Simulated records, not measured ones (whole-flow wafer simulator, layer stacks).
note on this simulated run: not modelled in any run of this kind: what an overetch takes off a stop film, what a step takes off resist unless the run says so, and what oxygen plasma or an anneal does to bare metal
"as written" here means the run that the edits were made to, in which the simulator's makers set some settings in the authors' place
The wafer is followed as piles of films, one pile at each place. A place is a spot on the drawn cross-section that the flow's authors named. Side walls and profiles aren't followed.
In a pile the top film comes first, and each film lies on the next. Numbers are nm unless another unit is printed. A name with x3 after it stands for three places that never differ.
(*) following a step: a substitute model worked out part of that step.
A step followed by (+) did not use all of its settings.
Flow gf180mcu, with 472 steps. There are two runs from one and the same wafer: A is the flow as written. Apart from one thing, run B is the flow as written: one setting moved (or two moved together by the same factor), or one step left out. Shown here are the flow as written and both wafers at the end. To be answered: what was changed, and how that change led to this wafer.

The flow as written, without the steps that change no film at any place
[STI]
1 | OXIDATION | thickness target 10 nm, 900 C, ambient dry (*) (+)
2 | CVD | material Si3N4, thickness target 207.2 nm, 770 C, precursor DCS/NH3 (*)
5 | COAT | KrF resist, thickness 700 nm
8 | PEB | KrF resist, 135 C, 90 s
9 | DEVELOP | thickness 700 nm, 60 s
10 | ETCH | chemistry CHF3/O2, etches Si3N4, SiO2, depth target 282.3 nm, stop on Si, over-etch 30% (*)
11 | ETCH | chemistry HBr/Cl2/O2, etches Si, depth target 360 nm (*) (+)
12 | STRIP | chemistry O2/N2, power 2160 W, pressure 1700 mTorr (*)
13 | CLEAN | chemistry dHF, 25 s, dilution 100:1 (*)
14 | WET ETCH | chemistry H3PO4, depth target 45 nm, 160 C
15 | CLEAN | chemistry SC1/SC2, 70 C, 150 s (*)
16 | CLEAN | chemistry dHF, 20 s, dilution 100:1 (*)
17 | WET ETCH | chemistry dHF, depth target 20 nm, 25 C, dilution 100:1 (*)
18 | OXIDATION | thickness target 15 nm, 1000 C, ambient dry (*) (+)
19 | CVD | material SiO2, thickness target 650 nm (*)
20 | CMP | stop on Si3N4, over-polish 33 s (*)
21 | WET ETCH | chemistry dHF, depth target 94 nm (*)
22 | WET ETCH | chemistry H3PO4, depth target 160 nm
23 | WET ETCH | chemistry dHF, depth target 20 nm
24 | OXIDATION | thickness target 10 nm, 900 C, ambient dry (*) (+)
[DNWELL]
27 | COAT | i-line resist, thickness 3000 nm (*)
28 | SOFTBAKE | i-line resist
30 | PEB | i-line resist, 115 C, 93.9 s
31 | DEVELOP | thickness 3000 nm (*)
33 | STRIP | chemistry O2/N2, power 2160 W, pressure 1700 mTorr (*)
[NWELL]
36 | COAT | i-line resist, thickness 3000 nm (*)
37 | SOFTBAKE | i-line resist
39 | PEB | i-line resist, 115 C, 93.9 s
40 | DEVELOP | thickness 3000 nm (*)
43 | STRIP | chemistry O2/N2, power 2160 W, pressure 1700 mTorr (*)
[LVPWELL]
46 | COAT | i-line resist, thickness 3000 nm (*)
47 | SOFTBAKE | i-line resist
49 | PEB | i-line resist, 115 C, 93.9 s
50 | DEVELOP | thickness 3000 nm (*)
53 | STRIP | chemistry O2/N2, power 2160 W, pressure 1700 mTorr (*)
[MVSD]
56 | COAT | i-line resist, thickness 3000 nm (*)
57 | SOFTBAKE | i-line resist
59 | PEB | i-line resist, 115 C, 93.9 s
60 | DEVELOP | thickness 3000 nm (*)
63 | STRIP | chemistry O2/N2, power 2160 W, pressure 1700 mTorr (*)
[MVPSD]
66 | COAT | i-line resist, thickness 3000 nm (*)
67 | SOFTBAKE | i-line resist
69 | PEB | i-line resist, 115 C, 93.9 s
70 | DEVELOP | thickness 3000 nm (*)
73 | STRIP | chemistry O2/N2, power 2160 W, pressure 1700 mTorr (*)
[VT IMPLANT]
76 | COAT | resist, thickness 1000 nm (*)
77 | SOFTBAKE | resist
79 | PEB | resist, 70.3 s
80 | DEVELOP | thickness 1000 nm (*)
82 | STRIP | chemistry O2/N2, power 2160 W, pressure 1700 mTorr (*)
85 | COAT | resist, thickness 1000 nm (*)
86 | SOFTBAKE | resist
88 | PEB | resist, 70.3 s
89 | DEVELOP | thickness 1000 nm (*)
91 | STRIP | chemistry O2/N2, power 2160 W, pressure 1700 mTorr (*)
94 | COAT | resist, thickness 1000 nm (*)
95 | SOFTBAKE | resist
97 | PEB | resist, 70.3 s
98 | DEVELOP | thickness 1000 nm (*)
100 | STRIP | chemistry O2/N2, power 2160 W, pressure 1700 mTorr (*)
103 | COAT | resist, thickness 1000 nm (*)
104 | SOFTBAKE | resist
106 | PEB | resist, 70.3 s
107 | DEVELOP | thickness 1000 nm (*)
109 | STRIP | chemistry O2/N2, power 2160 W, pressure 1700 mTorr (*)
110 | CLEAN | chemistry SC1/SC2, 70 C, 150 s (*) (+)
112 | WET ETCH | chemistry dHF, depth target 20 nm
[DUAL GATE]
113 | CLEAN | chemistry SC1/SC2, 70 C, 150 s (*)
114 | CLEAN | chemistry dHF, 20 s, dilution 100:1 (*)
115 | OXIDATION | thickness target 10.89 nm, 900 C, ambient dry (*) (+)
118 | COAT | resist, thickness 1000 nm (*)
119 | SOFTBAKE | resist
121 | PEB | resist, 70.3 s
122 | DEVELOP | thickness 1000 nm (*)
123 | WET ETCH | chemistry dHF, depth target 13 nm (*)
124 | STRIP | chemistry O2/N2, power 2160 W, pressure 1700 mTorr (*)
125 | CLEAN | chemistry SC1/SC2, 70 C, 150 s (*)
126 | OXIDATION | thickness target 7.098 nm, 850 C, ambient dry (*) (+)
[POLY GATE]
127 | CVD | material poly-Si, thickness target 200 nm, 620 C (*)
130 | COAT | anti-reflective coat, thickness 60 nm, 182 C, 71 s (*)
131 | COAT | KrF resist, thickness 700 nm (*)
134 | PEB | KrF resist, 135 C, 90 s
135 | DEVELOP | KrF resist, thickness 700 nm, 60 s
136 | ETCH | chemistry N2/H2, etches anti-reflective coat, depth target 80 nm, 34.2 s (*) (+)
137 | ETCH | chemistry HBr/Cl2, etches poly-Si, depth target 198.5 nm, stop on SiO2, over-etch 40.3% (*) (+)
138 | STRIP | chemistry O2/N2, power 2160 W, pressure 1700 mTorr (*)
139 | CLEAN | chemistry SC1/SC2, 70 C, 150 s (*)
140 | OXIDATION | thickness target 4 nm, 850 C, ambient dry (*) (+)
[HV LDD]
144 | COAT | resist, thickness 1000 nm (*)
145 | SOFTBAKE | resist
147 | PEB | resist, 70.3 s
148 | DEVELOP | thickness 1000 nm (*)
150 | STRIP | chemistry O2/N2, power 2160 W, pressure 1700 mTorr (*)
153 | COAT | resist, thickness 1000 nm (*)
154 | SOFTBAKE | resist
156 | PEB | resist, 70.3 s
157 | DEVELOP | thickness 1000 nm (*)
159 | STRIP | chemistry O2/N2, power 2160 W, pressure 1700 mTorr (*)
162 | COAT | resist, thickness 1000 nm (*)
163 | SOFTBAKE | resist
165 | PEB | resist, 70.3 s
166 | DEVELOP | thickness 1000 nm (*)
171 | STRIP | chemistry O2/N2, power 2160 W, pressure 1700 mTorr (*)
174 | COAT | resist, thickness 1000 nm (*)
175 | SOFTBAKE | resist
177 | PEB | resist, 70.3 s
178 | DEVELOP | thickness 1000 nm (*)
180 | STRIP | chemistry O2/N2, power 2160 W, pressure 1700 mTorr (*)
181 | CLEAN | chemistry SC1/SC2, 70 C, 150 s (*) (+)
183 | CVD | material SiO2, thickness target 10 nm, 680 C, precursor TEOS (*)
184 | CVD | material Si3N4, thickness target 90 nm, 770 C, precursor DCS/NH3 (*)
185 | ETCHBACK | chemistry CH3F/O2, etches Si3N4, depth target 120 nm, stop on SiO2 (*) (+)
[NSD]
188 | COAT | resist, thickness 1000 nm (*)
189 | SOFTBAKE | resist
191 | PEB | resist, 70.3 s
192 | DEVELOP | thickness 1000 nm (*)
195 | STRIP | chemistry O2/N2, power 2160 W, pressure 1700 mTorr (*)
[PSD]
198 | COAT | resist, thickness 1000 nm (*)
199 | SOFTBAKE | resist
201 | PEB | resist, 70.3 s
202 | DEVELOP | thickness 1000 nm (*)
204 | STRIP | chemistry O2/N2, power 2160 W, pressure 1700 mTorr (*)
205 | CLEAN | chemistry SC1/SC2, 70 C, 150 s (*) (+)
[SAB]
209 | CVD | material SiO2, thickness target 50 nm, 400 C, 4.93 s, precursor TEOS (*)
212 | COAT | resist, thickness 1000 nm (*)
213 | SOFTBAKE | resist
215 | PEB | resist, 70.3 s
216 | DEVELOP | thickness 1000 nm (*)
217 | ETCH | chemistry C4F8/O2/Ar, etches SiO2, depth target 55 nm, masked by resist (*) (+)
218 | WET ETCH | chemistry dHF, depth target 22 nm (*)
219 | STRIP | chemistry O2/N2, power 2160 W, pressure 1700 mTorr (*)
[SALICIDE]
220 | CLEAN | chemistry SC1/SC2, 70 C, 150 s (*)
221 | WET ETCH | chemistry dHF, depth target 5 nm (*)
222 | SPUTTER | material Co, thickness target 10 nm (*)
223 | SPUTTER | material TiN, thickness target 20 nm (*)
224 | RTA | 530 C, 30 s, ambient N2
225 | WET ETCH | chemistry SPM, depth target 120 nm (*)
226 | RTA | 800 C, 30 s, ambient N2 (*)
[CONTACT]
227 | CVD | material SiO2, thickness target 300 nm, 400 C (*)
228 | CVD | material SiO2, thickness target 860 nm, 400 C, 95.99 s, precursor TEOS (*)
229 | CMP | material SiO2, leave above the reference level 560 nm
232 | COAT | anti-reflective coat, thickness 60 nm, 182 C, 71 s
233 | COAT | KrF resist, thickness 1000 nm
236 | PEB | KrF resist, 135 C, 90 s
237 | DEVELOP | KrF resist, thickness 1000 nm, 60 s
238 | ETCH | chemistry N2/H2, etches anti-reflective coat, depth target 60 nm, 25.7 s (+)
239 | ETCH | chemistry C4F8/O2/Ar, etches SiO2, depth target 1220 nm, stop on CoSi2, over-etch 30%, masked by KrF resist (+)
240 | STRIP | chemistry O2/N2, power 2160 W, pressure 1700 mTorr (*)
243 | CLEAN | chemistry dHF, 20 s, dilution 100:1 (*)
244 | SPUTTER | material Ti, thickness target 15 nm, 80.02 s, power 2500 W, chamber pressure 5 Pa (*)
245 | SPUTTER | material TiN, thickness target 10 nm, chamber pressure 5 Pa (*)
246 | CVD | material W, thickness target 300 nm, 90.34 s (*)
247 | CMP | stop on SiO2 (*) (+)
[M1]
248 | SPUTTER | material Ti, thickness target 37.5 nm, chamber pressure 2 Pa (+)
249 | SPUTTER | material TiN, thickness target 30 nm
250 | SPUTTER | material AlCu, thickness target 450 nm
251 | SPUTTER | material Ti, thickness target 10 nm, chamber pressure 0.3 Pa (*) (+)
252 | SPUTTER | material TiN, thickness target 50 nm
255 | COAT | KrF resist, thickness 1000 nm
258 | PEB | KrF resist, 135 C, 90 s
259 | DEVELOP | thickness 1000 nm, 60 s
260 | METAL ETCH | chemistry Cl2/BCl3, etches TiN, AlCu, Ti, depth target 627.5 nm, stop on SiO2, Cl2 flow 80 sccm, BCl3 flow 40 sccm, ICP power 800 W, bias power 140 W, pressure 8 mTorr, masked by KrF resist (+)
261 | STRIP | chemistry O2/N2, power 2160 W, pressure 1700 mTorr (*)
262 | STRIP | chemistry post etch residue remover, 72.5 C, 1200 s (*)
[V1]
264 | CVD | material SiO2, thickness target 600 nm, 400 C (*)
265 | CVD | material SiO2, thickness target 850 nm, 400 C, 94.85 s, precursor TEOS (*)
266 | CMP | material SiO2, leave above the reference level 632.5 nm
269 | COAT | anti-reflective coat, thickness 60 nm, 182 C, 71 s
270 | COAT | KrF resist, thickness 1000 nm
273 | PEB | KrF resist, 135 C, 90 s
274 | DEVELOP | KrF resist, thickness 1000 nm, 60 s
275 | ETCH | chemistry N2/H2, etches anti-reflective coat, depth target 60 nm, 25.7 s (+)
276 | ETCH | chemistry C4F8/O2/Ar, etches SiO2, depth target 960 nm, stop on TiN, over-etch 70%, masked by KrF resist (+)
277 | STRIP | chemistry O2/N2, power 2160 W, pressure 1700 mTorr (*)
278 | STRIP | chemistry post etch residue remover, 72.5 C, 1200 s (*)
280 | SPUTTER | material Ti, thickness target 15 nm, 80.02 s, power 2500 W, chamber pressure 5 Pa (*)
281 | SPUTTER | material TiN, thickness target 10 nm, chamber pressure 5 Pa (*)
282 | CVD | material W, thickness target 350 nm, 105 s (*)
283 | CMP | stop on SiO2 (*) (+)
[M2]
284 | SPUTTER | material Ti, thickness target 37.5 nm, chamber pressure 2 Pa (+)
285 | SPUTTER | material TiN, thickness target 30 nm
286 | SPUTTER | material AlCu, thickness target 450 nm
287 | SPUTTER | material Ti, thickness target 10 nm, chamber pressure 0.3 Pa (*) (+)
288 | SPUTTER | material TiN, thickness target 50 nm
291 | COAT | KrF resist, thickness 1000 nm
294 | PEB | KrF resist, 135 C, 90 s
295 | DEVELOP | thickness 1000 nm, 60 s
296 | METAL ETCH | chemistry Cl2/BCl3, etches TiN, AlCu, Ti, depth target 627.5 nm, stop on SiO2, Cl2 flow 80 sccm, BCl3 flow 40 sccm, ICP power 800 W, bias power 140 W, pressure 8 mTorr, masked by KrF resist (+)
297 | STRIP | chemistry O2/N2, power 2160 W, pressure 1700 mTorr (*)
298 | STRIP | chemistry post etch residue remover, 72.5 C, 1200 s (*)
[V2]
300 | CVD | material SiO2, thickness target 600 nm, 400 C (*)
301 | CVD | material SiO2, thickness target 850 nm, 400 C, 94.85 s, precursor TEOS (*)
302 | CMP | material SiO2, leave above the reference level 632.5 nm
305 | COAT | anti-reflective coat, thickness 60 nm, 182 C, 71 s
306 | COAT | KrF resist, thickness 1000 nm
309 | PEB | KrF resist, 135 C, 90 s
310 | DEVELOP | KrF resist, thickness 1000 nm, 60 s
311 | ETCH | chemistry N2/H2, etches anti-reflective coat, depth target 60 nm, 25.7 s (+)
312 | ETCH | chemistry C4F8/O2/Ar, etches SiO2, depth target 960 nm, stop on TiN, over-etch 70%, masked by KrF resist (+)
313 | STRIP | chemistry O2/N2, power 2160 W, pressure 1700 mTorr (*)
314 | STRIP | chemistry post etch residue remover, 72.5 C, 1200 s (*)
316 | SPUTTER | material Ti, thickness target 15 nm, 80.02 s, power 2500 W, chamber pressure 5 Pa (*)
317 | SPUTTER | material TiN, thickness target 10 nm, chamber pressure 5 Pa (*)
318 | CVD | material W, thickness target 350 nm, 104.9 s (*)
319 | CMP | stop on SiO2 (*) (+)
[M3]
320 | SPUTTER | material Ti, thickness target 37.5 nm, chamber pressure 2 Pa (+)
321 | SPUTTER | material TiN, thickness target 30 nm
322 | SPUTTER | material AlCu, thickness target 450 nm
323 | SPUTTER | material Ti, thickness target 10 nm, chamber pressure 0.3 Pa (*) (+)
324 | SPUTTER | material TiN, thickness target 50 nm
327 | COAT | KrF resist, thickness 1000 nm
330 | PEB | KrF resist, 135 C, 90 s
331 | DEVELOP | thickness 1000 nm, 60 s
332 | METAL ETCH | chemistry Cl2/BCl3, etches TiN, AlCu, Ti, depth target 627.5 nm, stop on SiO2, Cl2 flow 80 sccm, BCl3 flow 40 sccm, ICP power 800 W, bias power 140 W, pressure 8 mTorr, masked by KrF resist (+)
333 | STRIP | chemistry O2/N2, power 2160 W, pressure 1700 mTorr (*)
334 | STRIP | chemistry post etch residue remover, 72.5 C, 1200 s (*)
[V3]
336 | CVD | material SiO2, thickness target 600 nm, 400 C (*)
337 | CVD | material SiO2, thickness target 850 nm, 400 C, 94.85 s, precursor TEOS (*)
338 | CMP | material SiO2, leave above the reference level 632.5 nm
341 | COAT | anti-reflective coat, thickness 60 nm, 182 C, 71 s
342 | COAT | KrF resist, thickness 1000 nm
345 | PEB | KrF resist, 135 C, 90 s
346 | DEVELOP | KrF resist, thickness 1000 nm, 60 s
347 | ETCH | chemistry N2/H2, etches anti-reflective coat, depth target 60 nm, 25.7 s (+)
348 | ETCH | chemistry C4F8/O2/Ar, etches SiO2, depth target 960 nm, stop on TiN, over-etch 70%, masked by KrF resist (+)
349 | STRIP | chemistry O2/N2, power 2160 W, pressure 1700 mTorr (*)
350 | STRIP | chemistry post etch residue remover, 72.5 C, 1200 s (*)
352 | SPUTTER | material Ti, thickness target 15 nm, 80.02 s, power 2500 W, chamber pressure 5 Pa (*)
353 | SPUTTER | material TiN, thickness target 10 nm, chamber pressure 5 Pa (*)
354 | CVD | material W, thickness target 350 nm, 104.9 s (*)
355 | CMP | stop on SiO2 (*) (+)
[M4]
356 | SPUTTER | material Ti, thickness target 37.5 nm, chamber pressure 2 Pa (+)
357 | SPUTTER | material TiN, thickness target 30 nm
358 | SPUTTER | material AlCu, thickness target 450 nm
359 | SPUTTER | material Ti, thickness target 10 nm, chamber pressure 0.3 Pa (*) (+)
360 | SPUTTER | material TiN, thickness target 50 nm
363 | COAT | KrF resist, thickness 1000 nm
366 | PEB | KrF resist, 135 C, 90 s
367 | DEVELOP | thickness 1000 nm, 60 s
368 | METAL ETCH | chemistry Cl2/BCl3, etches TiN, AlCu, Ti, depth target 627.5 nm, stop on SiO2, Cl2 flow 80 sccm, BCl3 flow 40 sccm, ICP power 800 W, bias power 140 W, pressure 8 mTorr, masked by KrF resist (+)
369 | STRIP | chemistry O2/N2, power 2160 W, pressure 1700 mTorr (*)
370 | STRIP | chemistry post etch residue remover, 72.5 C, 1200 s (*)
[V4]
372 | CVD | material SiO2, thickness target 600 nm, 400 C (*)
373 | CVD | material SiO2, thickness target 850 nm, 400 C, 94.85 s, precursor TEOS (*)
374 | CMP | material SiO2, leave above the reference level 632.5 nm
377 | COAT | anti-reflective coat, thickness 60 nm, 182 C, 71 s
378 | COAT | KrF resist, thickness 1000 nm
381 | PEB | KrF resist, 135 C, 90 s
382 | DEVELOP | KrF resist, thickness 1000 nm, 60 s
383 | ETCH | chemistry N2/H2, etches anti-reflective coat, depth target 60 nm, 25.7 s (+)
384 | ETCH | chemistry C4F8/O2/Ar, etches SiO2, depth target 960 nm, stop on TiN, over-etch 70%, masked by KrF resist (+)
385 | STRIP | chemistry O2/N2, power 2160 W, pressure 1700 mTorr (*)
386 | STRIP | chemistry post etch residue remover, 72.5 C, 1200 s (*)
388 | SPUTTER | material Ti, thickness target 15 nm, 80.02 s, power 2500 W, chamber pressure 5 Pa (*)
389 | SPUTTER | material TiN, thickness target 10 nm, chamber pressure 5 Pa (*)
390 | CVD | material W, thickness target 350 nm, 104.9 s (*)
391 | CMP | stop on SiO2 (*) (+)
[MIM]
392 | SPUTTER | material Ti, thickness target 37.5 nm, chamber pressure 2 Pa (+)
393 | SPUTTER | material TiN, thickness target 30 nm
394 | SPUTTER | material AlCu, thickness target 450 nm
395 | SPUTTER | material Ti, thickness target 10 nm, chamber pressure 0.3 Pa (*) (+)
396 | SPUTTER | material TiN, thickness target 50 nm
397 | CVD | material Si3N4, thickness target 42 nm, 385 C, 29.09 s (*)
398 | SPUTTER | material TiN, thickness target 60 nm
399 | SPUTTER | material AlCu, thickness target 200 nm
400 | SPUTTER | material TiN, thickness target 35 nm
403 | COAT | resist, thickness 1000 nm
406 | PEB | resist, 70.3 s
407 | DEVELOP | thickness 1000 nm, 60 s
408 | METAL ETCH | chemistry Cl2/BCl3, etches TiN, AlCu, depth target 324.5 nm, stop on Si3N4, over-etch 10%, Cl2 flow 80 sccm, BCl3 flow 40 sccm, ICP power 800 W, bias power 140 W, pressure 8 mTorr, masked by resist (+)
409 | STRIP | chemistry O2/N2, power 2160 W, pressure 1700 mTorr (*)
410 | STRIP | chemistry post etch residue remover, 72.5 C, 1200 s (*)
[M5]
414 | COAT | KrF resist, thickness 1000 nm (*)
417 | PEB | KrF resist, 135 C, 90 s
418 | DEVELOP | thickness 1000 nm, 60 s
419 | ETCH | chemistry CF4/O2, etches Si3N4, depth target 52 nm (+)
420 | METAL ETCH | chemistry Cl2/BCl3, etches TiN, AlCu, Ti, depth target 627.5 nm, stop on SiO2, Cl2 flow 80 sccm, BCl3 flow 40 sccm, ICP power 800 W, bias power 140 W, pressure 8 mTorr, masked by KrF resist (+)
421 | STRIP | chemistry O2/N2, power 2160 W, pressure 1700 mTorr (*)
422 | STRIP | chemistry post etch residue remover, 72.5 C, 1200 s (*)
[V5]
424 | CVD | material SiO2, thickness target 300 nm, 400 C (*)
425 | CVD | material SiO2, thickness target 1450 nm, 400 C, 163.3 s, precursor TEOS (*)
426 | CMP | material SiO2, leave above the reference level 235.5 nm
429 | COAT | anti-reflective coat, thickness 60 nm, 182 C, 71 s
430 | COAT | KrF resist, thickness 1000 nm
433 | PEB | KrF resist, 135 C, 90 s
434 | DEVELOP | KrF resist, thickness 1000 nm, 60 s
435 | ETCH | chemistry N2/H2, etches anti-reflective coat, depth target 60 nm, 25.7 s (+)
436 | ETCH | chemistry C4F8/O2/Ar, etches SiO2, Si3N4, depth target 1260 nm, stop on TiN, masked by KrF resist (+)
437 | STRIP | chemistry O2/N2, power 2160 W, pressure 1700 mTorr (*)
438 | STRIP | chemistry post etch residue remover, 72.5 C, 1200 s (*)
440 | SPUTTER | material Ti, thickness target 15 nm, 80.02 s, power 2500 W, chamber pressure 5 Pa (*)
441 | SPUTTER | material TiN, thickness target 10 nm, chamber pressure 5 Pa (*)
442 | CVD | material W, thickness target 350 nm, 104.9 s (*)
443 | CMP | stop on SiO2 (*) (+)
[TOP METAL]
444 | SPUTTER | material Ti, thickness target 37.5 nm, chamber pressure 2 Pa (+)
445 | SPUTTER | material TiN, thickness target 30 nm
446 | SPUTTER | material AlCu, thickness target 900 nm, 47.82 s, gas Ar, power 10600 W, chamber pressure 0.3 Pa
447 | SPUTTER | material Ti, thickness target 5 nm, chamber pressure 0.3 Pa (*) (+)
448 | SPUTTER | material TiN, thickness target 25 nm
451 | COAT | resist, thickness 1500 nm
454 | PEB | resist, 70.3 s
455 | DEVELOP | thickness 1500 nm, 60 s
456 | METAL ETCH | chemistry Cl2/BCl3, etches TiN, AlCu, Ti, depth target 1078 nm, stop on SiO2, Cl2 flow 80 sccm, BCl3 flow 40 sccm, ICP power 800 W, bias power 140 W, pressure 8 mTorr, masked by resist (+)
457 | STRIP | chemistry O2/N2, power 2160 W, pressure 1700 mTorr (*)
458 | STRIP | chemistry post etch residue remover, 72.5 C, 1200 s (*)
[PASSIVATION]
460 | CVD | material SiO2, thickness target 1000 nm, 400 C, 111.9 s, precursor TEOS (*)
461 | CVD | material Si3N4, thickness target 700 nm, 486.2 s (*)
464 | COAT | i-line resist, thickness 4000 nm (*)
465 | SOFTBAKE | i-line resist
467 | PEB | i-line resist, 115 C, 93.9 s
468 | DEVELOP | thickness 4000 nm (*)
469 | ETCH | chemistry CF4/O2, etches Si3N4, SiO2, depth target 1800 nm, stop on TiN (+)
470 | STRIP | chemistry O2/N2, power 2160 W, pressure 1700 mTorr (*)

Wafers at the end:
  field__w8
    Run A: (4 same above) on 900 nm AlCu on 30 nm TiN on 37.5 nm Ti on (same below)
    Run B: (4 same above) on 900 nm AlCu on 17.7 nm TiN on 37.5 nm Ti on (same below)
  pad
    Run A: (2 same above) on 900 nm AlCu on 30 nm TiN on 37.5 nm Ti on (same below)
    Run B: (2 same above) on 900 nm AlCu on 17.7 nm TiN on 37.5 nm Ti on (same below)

The reason: step 445, SPUTTER: thickness target 17.7 nm was run, while the flow as written has thickness target 30 nm.
The wafer lets one read it off: field__w8 has TiN 17.7, and step 445 as written asks for 30 nm.

Step by step, how the change led to this:
  445 | SPUTTER | material TiN, thickness target 30 nm
      field, field__w1, field__w2 and 109 more: A TiN gains 30 (new film) | B TiN gains 17.7 (new film)
  456 | METAL ETCH | chemistry Cl2/BCl3, etches TiN, AlCu, Ti, depth target 1078 nm, stop on SiO2, Cl2 flow 80 sccm, BCl3 flow 40 sccm, ICP power 800 W, bias power 140 W, pressure 8 mTorr, masked by resist (+)
      field, field__w1, field__w2 and 103 more: A TiN loses 25 (all of it), Ti loses 5 (all of it), AlCu loses 900 (all of it), TiN loses 30 (all of it), Ti loses 37.5 (all of it) | B TiN loses 25 (all of it), Ti loses 5 (all of it), AlCu loses 900 (all of it), TiN loses 17.7 (all of it), Ti loses 37.5 (all of it)
